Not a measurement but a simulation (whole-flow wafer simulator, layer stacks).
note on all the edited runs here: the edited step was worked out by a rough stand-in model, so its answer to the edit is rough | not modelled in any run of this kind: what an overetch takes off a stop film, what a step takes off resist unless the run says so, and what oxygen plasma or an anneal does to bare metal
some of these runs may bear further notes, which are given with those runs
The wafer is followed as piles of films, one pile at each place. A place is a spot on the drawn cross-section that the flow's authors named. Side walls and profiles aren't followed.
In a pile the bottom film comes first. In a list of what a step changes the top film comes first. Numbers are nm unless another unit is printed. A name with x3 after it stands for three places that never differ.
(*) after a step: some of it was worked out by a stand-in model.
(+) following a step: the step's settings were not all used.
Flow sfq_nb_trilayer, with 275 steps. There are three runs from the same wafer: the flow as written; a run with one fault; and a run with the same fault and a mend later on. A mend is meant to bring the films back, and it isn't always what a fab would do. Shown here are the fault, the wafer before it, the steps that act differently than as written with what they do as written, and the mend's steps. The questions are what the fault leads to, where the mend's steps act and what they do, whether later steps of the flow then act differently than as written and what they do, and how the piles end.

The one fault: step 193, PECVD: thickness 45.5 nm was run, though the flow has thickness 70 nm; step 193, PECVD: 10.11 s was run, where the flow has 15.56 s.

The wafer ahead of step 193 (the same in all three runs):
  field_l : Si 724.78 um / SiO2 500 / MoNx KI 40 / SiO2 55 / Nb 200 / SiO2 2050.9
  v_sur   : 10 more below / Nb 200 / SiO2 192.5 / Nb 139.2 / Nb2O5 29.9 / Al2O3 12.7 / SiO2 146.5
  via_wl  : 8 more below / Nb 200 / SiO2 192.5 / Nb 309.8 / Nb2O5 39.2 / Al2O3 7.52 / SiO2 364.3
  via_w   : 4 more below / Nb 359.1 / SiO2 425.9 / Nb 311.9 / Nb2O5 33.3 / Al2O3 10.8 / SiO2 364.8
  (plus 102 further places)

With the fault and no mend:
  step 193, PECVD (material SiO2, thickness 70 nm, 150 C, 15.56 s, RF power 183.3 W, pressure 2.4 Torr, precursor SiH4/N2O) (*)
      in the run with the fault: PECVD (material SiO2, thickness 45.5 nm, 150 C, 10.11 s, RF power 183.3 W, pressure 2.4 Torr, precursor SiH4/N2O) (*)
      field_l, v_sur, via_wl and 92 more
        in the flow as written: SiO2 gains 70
        in the run with the fault: SiO2 gains 45.5
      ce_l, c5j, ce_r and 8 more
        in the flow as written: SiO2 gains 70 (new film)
        in the run with the fault: SiO2 gains 45.5 (new film)
  Steps later in the flow that act otherwise than as written (not shown: 9 more steps that differ only slightly, by at most 2% or 0.5 nm, whichever is larger):
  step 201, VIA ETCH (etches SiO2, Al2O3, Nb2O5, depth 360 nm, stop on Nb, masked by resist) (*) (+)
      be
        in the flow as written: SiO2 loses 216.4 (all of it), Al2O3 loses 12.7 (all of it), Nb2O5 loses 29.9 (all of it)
        in the run with the fault: SiO2 loses 191.9 (all of it), Al2O3 loses 12.7 (all of it), Nb2O5 loses 29.9 (all of it)
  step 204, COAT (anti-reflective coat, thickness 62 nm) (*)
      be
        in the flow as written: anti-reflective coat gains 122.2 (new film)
        in the run with the fault: anti-reflective coat gains 118.5 (new film)
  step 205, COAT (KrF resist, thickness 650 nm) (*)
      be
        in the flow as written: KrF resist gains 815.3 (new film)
        in the run with the fault: KrF resist gains 797.8 (new film)
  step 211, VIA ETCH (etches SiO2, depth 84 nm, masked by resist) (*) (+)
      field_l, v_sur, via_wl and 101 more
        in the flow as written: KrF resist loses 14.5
        in the run with the fault: KrF resist loses 11.7
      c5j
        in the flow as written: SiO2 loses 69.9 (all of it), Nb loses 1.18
        in the run with the fault: SiO2 loses 45.4 (all of it), Nb loses 1.89
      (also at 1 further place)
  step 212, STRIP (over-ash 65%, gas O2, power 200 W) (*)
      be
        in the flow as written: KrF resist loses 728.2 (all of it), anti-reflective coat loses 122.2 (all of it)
        in the run with the fault: KrF resist loses 713.4 (all of it), anti-reflective coat loses 118.5 (all of it)
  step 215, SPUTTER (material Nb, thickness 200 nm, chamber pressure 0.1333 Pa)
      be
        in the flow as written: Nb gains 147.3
        in the run with the fault: Nb gains 152.9
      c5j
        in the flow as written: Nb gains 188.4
        in the run with the fault: Nb gains 195.1
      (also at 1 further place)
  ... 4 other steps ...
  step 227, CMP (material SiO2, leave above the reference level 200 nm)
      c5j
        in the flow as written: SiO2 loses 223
        in the run with the fault: SiO2 loses 238.8
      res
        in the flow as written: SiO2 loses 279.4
        in the run with the fault: SiO2 loses 308.6
  At v_sur, via_wl, via_w and 61 more, the piles at the end differ from the flow's by more than 2% or 0.5 nm, whichever is larger.
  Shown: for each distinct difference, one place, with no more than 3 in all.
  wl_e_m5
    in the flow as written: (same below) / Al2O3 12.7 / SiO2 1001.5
    in the run with the fault: (same below) / Al2O3 12.7 / SiO2 977
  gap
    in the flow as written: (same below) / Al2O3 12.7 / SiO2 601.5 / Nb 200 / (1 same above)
    in the run with the fault: (same below) / Al2O3 12.7 / SiO2 577 / Nb 200 / (1 same above)
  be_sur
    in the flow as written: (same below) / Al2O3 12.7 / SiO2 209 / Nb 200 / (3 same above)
    in the run with the fault: (same below) / Al2O3 12.7 / SiO2 184.5 / Nb 200 / (3 same above)

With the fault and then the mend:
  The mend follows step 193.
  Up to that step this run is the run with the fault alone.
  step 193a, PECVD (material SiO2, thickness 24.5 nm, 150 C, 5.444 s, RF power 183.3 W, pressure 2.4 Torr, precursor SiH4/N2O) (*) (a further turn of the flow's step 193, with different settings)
      field_l, v_sur, via_wl and 103 more
        SiO2 gains 24.5
  Every later step of the flow that is run acts as written, at every place that is followed, to within 2% or 0.5 nm, whichever is larger.
  By the end, the piles equal the flow's at every place that both follow.
